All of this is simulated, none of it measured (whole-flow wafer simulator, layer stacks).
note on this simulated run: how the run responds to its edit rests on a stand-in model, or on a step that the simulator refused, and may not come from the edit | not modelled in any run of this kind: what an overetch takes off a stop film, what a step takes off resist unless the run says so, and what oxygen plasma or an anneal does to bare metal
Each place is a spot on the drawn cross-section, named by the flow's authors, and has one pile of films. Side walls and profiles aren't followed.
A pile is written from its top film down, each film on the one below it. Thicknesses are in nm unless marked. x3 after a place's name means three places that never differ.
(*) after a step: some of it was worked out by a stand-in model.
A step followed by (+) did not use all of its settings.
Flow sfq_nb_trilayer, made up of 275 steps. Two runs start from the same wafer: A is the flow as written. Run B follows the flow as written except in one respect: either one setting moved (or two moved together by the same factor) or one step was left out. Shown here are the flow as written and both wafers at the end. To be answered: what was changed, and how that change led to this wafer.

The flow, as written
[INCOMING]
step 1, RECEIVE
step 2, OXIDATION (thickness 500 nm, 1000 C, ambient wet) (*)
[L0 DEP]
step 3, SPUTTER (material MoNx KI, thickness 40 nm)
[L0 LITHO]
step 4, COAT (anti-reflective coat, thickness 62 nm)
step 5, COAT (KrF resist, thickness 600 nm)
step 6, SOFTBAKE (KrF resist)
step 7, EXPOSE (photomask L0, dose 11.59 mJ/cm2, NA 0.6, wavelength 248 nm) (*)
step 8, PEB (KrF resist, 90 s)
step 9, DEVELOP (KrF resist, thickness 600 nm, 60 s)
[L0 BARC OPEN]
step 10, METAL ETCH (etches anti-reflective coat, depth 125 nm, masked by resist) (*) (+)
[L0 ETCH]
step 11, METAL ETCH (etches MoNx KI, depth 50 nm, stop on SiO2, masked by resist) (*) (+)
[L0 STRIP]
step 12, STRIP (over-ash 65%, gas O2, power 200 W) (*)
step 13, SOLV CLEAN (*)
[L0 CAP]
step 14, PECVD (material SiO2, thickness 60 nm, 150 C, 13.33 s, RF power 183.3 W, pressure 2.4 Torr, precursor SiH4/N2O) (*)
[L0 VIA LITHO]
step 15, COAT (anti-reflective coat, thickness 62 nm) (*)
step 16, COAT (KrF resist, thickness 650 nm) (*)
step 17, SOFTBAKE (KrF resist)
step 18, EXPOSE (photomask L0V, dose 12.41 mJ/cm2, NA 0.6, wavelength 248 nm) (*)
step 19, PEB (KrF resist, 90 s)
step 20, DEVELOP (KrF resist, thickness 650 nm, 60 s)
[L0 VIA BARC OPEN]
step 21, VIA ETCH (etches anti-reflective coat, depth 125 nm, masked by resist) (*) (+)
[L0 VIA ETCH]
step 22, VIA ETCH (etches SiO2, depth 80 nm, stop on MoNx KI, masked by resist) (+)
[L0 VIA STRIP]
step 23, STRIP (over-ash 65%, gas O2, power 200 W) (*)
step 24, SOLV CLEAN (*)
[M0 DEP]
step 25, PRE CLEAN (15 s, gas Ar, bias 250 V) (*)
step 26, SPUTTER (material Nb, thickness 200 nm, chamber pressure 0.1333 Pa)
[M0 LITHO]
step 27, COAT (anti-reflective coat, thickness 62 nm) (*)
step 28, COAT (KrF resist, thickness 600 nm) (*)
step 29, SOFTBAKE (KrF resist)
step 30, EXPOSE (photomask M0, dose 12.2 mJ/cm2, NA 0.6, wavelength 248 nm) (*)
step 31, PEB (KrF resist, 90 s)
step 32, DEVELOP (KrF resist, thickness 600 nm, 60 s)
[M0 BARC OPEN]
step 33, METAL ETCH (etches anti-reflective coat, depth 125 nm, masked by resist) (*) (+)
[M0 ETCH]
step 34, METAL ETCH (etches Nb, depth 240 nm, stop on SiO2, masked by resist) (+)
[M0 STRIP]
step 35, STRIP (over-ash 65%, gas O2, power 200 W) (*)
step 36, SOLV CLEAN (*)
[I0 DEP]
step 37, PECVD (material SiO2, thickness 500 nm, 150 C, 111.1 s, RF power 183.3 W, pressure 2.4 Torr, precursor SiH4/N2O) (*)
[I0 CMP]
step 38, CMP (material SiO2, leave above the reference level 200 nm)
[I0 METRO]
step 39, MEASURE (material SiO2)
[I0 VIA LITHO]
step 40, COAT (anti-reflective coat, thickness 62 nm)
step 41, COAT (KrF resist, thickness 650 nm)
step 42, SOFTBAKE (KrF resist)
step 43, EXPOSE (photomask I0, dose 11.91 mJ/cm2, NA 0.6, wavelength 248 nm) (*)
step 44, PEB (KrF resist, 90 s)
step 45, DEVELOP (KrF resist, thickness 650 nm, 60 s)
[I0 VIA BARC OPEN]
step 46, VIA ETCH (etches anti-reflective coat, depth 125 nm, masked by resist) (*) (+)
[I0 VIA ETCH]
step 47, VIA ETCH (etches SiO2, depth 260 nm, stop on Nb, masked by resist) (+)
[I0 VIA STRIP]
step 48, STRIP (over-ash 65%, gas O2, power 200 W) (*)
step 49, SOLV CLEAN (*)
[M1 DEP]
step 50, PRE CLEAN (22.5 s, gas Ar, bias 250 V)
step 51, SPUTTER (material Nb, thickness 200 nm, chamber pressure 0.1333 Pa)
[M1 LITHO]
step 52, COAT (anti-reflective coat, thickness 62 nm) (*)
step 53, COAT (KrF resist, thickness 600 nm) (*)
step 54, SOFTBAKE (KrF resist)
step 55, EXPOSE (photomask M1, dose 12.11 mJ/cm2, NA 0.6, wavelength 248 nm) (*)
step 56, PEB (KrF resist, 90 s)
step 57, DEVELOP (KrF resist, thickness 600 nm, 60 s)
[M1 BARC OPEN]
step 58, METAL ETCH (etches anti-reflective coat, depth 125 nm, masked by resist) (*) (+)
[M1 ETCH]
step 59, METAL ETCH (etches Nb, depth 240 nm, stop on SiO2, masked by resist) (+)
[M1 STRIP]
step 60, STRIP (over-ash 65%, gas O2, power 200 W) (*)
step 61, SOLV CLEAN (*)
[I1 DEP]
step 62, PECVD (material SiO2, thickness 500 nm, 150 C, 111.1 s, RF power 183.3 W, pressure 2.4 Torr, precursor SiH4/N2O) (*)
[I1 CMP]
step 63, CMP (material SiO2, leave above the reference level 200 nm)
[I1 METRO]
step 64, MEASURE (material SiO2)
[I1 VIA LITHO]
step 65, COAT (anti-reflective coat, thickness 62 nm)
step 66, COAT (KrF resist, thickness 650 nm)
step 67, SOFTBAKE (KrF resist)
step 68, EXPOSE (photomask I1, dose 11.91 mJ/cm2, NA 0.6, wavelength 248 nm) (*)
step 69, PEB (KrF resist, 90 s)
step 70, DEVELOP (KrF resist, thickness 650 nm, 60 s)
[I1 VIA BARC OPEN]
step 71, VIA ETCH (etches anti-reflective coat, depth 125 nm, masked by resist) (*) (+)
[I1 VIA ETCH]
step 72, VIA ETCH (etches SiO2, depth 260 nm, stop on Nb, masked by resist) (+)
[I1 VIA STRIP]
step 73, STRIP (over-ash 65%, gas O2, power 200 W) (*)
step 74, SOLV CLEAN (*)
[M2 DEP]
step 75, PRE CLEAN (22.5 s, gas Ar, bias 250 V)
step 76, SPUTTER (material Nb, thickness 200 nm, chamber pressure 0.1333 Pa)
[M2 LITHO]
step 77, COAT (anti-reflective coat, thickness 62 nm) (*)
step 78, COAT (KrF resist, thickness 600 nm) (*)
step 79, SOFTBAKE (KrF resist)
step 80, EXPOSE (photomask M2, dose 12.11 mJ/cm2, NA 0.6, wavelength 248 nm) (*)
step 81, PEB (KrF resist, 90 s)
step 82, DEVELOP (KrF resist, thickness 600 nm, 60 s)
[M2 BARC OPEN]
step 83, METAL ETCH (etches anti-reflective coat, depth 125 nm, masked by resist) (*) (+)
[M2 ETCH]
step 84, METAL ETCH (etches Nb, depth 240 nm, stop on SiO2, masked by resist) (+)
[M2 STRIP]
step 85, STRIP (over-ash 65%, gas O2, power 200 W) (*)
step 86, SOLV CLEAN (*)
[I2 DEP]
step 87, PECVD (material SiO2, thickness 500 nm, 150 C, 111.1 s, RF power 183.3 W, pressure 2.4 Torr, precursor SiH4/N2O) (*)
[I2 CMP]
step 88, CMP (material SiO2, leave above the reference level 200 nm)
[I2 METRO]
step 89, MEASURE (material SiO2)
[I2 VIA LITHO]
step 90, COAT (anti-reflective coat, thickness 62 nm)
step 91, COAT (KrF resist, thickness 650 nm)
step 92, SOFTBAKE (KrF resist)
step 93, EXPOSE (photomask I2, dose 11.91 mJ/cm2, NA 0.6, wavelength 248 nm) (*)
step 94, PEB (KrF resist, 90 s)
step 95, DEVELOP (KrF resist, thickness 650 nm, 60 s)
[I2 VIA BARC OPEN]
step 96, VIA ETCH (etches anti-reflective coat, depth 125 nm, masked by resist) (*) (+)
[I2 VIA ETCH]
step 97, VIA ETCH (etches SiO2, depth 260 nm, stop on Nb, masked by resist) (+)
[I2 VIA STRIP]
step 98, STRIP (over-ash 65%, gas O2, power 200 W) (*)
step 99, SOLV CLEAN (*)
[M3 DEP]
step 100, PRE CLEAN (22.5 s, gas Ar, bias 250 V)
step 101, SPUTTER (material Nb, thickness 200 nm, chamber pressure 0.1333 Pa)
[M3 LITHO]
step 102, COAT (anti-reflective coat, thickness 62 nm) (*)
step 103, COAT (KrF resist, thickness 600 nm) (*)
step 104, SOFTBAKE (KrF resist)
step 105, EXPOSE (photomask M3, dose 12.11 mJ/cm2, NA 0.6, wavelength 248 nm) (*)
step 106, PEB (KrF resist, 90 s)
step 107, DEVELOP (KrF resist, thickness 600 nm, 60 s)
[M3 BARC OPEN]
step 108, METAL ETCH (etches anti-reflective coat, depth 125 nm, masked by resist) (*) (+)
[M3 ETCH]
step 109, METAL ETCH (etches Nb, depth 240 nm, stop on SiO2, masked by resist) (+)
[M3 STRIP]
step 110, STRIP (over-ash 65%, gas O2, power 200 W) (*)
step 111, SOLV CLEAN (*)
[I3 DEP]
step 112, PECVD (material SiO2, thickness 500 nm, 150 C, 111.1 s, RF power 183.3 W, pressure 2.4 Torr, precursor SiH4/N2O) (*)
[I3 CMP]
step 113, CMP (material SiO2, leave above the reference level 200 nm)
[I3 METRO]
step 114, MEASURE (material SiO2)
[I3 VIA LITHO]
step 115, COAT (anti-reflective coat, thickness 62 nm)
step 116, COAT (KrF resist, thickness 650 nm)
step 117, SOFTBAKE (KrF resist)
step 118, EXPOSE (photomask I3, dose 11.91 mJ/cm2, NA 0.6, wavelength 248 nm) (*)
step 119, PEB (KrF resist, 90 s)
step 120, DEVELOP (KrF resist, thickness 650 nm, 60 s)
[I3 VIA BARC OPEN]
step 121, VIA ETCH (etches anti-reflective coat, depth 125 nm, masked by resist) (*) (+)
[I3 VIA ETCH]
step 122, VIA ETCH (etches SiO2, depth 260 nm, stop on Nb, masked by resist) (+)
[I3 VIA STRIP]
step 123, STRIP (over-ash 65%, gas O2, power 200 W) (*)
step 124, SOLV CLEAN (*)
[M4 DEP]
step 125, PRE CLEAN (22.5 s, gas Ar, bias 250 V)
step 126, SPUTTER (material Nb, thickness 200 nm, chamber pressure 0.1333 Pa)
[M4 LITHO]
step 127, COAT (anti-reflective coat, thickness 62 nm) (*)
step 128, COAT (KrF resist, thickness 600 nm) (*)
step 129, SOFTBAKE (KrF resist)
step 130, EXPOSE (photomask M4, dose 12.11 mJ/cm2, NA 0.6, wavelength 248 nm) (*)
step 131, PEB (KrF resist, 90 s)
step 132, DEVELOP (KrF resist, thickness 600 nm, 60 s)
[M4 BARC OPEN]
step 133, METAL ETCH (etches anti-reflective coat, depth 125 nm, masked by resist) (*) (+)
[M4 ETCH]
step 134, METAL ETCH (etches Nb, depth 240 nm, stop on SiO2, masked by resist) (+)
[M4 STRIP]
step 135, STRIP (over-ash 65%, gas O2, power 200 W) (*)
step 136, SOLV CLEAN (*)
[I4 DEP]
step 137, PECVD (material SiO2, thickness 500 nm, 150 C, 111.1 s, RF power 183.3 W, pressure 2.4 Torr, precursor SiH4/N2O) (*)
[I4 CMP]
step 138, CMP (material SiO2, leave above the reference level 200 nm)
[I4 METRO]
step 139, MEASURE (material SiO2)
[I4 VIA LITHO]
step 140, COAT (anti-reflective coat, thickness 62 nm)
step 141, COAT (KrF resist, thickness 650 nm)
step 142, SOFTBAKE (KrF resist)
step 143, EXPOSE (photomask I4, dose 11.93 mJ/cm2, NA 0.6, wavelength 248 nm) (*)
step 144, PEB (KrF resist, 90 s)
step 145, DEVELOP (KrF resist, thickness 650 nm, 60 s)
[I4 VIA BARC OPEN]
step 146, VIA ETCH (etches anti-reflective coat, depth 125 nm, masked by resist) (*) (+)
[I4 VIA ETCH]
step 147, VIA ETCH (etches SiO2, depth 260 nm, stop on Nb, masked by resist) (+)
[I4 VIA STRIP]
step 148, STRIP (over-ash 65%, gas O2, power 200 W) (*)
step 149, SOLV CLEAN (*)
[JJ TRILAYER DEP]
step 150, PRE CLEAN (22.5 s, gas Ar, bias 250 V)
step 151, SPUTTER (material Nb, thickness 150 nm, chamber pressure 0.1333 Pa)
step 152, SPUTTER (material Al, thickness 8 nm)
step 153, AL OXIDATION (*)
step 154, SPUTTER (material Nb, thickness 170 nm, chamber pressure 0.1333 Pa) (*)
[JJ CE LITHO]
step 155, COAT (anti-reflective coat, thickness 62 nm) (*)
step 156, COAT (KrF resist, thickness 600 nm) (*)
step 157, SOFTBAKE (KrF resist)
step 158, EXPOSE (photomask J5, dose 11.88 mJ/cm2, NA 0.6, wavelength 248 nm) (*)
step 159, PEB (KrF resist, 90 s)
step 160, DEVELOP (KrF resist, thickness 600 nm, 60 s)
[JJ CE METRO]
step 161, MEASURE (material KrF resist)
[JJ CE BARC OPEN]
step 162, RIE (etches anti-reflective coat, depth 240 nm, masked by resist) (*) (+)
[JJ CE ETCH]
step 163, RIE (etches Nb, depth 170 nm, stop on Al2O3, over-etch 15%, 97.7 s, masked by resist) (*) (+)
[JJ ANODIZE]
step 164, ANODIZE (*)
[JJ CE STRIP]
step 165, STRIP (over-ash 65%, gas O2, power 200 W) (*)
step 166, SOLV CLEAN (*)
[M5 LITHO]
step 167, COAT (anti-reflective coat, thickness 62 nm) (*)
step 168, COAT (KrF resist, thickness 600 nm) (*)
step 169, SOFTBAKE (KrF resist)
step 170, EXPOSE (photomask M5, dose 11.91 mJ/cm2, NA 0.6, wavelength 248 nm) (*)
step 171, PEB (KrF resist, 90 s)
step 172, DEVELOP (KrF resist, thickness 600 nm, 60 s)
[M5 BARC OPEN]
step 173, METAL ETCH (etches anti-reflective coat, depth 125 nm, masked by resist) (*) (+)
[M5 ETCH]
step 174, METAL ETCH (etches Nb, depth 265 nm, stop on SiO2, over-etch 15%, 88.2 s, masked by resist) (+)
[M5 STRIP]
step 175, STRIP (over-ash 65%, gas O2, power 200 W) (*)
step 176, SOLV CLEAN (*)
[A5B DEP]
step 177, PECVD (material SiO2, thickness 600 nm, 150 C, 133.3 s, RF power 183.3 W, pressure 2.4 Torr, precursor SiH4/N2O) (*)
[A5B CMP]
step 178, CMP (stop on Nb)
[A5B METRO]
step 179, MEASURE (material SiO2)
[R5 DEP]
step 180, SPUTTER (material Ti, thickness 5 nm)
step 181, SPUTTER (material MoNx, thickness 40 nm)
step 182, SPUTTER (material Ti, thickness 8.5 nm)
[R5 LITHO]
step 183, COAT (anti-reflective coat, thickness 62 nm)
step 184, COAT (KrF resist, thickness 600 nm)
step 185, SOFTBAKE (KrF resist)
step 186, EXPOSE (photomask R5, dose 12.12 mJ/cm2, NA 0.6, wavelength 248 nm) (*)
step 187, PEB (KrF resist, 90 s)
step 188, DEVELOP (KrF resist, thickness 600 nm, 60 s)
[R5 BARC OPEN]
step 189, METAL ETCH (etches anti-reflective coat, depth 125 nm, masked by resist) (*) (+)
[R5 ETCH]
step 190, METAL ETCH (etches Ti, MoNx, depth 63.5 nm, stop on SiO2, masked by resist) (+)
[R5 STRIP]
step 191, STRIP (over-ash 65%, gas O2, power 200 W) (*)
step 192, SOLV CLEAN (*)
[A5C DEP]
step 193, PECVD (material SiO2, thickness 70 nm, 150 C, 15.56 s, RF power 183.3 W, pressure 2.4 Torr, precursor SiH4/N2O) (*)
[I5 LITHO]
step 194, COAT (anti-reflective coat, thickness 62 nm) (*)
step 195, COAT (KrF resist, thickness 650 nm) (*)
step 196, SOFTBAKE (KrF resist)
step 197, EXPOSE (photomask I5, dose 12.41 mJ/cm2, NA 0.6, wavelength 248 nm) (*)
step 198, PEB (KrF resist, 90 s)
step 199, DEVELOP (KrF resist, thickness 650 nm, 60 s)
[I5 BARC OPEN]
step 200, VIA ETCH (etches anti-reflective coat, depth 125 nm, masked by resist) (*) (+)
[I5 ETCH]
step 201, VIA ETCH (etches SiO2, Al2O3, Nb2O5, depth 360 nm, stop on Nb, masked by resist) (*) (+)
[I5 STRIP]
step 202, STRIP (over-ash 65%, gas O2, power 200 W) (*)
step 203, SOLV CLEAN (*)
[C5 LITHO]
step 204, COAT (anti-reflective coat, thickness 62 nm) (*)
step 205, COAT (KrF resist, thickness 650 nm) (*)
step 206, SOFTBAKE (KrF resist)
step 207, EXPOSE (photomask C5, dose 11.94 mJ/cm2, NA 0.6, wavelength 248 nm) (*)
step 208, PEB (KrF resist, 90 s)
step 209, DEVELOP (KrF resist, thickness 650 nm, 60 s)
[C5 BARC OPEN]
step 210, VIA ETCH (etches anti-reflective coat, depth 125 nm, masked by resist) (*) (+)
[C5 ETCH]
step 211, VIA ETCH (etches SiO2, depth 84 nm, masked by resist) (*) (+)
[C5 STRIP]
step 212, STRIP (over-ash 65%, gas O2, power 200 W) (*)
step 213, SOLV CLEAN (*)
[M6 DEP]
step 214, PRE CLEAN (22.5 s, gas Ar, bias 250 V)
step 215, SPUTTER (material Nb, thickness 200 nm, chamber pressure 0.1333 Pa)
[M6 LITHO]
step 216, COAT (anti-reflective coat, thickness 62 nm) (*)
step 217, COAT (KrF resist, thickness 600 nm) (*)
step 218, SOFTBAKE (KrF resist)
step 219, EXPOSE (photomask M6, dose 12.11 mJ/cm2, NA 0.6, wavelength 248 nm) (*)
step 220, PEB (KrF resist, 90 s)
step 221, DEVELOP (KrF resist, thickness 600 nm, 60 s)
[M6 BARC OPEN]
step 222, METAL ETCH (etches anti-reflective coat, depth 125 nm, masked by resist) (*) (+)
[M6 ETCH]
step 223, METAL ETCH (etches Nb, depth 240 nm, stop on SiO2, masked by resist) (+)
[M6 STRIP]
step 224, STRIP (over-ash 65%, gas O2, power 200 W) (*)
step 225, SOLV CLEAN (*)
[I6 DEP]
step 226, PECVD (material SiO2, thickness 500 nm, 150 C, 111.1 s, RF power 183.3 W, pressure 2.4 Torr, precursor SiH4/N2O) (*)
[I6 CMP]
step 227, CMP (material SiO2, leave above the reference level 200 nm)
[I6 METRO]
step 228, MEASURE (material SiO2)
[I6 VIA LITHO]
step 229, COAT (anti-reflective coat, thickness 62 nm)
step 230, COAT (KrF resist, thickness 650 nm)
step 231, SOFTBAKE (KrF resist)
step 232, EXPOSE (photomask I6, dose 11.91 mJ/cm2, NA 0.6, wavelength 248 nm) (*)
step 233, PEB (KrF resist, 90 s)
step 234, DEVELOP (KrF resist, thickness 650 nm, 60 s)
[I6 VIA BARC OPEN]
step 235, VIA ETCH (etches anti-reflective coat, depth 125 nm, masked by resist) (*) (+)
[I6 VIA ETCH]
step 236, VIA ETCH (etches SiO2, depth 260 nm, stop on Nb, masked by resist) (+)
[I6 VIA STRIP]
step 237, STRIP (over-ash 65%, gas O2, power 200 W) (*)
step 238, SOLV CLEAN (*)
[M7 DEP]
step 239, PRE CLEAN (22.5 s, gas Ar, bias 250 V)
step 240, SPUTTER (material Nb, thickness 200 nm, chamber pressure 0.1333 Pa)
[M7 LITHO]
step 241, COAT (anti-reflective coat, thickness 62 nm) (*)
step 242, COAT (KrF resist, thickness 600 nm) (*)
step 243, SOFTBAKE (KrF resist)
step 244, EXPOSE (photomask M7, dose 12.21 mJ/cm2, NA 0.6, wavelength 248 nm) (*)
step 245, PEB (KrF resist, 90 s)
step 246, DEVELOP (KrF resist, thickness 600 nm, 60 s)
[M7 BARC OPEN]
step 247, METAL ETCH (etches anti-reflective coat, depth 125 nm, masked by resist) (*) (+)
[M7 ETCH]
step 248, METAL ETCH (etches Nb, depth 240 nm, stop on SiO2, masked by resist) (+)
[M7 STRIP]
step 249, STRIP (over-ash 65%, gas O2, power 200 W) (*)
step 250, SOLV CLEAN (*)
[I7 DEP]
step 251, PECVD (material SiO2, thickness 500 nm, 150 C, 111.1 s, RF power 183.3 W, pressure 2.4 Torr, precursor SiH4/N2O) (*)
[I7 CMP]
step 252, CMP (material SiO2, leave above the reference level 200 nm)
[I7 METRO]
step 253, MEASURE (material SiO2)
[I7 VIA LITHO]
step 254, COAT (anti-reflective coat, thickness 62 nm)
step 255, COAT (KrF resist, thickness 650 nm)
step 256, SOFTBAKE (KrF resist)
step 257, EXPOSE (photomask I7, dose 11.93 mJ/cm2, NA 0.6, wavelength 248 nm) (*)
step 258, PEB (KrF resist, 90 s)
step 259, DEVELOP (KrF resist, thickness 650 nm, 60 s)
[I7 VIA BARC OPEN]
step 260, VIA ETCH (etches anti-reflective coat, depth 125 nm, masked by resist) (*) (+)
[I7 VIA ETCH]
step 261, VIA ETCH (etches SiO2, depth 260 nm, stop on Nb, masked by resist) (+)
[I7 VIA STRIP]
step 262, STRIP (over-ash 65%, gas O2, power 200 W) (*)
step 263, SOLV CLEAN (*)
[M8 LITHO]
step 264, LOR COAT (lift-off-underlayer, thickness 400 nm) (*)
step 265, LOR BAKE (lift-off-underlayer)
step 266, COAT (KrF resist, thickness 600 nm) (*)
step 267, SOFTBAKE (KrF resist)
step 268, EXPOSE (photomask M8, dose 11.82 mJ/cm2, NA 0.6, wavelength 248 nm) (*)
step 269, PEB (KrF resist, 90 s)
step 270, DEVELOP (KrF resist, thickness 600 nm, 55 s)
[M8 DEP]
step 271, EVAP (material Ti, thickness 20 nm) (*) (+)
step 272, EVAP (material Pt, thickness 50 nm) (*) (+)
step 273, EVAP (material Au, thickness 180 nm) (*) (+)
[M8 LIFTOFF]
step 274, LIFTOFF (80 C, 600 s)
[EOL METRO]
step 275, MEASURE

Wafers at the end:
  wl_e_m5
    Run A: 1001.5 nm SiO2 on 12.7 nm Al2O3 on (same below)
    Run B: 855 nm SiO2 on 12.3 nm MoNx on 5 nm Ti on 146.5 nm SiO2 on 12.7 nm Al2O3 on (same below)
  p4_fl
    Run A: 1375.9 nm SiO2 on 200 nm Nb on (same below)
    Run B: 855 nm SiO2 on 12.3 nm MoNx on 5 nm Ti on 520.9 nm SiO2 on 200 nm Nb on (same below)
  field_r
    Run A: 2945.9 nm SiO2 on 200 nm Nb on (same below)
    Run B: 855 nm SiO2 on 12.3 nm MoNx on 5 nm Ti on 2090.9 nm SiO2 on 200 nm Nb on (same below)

Cause: step 190, METAL ETCH: depth 36.2 nm was run, though the flow has depth 63.5 nm.

How this came from the change, step by step:
  step 190, METAL ETCH (etches Ti, MoNx, depth 63.5 nm, stop on SiO2, masked by resist) (+)
      field_l, v_sur, via_wl and 92 more: A -8.5 Ti (all of it), -40 MoNx (all of it), -5 Ti (all of it) | B -8.5 Ti (all of it), -27.7 MoNx
      ce_l, c5j, ce_r, wl_jj: A -8.5 Ti (all of it), -40 MoNx (all of it), -5 Ti (all of it), -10 Nb | B -8.5 Ti (all of it), -27.7 MoNx
      (and at 7 other places as well)
  step 191, STRIP (over-ash 65%, gas O2, power 200 W) (*)
      be_r, r_sur, res, r_end, r5r_line_l, r5r_line_c, r5r_line_r: A -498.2 KrF resist (all of it), -62 anti-reflective coat (all of it) | B -509.1 KrF resist (all of it), -62 anti-reflective coat (all of it)
  step 193, PECVD (material SiO2, thickness 70 nm, 150 C, 15.56 s, RF power 183.3 W, pressure 2.4 Torr, precursor SiH4/N2O) (*)
      field_l, v_sur, via_wl and 92 more: A +70 SiO2 | B +70 SiO2 (new film)
  step 194, COAT (anti-reflective coat, thickness 62 nm) (*)
      wl_j_sl, wl_j_sr: A +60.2 anti-reflective coat (new film) | B +62 anti-reflective coat (new film)
      r5r_spacepad_l, r5r_spacepad_r: A +84.4 anti-reflective coat (new film) | B +76.9 anti-reflective coat (new film)
      (and at 14 other places as well)
  step 201, VIA ETCH (etches SiO2, Al2O3, Nb2O5, depth 360 nm, stop on Nb, masked by resist) (*) (+)
      be: A -216.4 SiO2 (all of it), -12.7 Al2O3 (all of it), -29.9 Nb2O5 (all of it) | B -69.8 SiO2 (all of it), -12.3 MoNx (all of it), -5 Ti (all of it), -146.5 SiO2 (all of it), -12.7 Al2O3 (all of it), -29.9 Nb2O5 (all of it)
  step 202, STRIP (over-ash 65%, gas O2, power 200 W) (*)
      wl_j_sl, wl_j_sr: A -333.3 KrF resist (all of it), -60.2 anti-reflective coat (all of it) | B -333.2 KrF resist (all of it), -62 anti-reflective coat (all of it)
      r5r_spacepad_l, r5r_spacepad_r: A -335.6 KrF resist (all of it), -84.4 anti-reflective coat (all of it) | B -334.9 KrF resist (all of it), -76.9 anti-reflective coat (all of it)
      (and at 14 other places as well)
  step 204, COAT (anti-reflective coat, thickness 62 nm) (*)
      wl_j_sl, wl_j_sr: A +60.2 anti-reflective coat (new film) | B +62 anti-reflective coat (new film)
      r5r_spacepad_l, r5r_spacepad_r: A +84.4 anti-reflective coat (new film) | B +76.9 anti-reflective coat (new film)
      (and at 14 other places as well)
  step 210, VIA ETCH (etches anti-reflective coat, depth 125 nm, masked by resist) (*) (+)
      field_l, v_sur, via_wl and 101 more: A -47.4 KrF resist | B -48.6 KrF resist
      c5j: A -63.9 anti-reflective coat (all of it), -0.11 SiO2 | B -61.3 anti-reflective coat (all of it), -0.13 SiO2
      (and at 1 other place as well)
  step 211, VIA ETCH (etches SiO2, depth 84 nm, masked by resist) (*) (+)
      c5j: A -69.9 SiO2 (all of it), -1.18 Nb | B -69.9 SiO2 (all of it)
  step 212, STRIP (over-ash 65%, gas O2, power 200 W) (*)
      wl_j_sl, wl_j_sr: A -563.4 KrF resist (all of it), -60.2 anti-reflective coat (all of it) | B -562 KrF resist (all of it), -62 anti-reflective coat (all of it)
      r5r_spacepad_l, r5r_spacepad_r: A -565.8 KrF resist (all of it), -84.4 anti-reflective coat (all of it) | B -563.7 KrF resist (all of it), -76.9 anti-reflective coat (all of it)
      (and at 12 other places as well)
  step 214, PRE CLEAN (22.5 s, gas Ar, bias 250 V)
      c5j: A -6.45 Nb | B -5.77 MoNx
  step 215, SPUTTER (material Nb, thickness 200 nm, chamber pressure 0.1333 Pa)
      c5j: A +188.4 Nb | B +189.1 Nb (new film)
      be: A +147.3 Nb | B +143.5 Nb
  step 216, COAT (anti-reflective coat, thickness 62 nm) (*)
      r5r_line_l, r5r_line_c, r5r_line_r: A +50 anti-reflective coat (new film) | B +53 anti-reflective coat (new film)
      wl_j_sl, wl_j_sr: A +60.2 anti-reflective coat (new film) | B +62 anti-reflective coat (new film)
      (and at 14 other places as well)
  step 222, METAL ETCH (etches anti-reflective coat, depth 125 nm, masked by resist) (*) (+)
      r5r_line_l, r5r_line_c, r5r_line_r: A -50 anti-reflective coat (all of it) | B -53 anti-reflective coat (all of it)
      r5r_spacepad_l, r5r_spacepad_r: A -85.7 anti-reflective coat (all of it) | B -77.5 anti-reflective coat (all of it)
      (and at 2 other places as well)
  step 224, STRIP (over-ash 65%, gas O2, power 200 W) (*)
      wl_j_sl, wl_j_sr: A -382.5 KrF resist (all of it), -60.2 anti-reflective coat (all of it) | B -382.4 KrF resist (all of it), -62 anti-reflective coat (all of it)
      be: A -575.8 KrF resist (all of it), -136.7 anti-reflective coat (all of it) | B -590.5 KrF resist (all of it), -139.6 anti-reflective coat (all of it)
      (and at 9 other places as well)
  step 226, PECVD (material SiO2, thickness 500 nm, 150 C, 111.1 s, RF power 183.3 W, pressure 2.4 Torr, precursor SiH4/N2O) (*)
      r5r_spacepad_l, r5r_spacepad_r: A +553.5 SiO2 | B +533.7 SiO2
      be: A +693.5 SiO2 (new film) | B +714.7 SiO2 (new film)
  step 227, CMP (material SiO2, leave above the reference level 200 nm)
      ce_l, ce_r, wl_jj: A -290 SiO2 | B -300 SiO2
      be_r, r_sur, r_end: A -353.5 SiO2 | B -336.2 SiO2
      (and at 7 other places as well)
With metal films that touch counted as one body, wl_e_m5 has 7 bodies (between them, from the top down: SiO2 146.5 / Al2O3 12.7 / Nb2O5 29.9; SiO2 192.5; SiO2 192.5; SiO2 192.5; SiO2 192.5; SiO2 192.5); the flow as written gives 6 bodies (between them, from the top down: SiO2 192.5; SiO2 192.5; SiO2 192.5; SiO2 192.5; SiO2 192.5).
With metal films that touch counted as one body, p4_fl has 3 bodies (between them, from the top down: SiO2 520.9; SiO2 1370); the flow as written gives 2 bodies (between them, from the top down: SiO2 1370).
With metal films that touch counted as one body, field_r has 2 bodies (between them, from the top down: SiO2 2090.9); the flow as written gives 1 body.
